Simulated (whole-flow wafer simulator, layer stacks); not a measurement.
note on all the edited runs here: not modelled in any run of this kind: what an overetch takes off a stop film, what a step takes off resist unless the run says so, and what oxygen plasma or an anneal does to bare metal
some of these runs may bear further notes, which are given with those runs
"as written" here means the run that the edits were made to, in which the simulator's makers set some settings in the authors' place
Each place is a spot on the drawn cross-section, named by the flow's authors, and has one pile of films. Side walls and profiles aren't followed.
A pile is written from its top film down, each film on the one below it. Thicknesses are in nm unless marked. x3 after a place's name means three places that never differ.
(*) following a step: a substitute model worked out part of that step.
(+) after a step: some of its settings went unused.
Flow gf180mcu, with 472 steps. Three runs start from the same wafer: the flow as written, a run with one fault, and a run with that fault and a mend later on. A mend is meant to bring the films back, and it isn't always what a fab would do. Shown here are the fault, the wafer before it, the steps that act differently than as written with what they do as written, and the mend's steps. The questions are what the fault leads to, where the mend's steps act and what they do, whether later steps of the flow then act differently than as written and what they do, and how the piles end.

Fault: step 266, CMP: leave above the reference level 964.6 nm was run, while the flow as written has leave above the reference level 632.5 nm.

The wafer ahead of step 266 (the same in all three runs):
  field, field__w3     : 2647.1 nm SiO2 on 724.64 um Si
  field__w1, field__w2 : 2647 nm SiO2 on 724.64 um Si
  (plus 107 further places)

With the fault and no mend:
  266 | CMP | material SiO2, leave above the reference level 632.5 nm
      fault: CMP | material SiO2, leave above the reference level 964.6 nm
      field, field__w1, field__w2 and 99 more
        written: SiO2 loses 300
        fault: nothing
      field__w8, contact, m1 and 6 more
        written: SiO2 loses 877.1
        fault: SiO2 loses 545
  Steps further on in the flow that do not act as written (not shown: 6 more steps that differ only slightly, by at most 2% or 0.5 nm, whichever is larger):
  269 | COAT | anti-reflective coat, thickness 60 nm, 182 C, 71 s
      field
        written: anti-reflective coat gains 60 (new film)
        fault: anti-reflective coat gains 72.7 (new film)
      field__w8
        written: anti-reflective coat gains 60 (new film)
        fault: anti-reflective coat gains 41.7 (new film)
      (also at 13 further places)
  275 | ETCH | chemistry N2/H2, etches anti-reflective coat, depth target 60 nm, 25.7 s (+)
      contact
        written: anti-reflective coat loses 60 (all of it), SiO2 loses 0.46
        fault: anti-reflective coat loses 42.4 (all of it), SiO2 loses 0.91
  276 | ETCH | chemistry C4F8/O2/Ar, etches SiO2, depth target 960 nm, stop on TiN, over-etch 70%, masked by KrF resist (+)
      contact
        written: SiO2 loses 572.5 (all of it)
        fault: SiO2 loses 904.1 (all of it)
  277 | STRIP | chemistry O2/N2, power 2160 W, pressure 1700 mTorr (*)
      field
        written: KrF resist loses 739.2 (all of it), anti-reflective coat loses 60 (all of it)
        fault: KrF resist loses 732.7 (all of it), anti-reflective coat loses 72.7 (all of it)
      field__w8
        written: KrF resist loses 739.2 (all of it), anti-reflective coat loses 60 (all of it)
        fault: KrF resist loses 736.2 (all of it), anti-reflective coat loses 41.7 (all of it)
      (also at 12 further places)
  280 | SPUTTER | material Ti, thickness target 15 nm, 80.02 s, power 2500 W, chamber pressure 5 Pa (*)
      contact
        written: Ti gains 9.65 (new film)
        fault: Ti gains 8.11 (new film)
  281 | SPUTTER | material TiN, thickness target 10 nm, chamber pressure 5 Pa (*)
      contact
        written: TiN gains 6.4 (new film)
        fault: TiN gains 5.38 (new film)
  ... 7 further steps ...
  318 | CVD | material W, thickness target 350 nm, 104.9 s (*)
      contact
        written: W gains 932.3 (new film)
        fault: W gains 963.4 (new film)
  The piles end different from the flow's at field, field__w1, field__w2 and 109 more by more than 2% or 0.5 nm, whichever is larger.
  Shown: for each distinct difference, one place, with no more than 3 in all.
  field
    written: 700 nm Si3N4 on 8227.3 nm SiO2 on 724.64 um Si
    fault: 700 nm Si3N4 on 8558.1 nm SiO2 on 724.64 um Si
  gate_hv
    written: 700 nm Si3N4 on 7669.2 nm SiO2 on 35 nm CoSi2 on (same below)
    fault: 700 nm Si3N4 on 8000 nm SiO2 on 35 nm CoSi2 on (same below)
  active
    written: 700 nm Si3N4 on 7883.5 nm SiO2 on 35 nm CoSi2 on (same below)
    fault: 700 nm Si3N4 on 8214.3 nm SiO2 on 35 nm CoSi2 on (same below)

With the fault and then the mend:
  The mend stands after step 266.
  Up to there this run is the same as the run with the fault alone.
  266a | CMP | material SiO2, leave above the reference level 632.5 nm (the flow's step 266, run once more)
      field, field__w1, field__w2 and 99 more
        SiO2 loses 300
      field__w8, contact, m1 and 6 more
        SiO2 loses 332.1
  None of the later steps of the flow acts differently than as written at any place that is followed.
  The piles end the same as the flow's at every place that both follow.
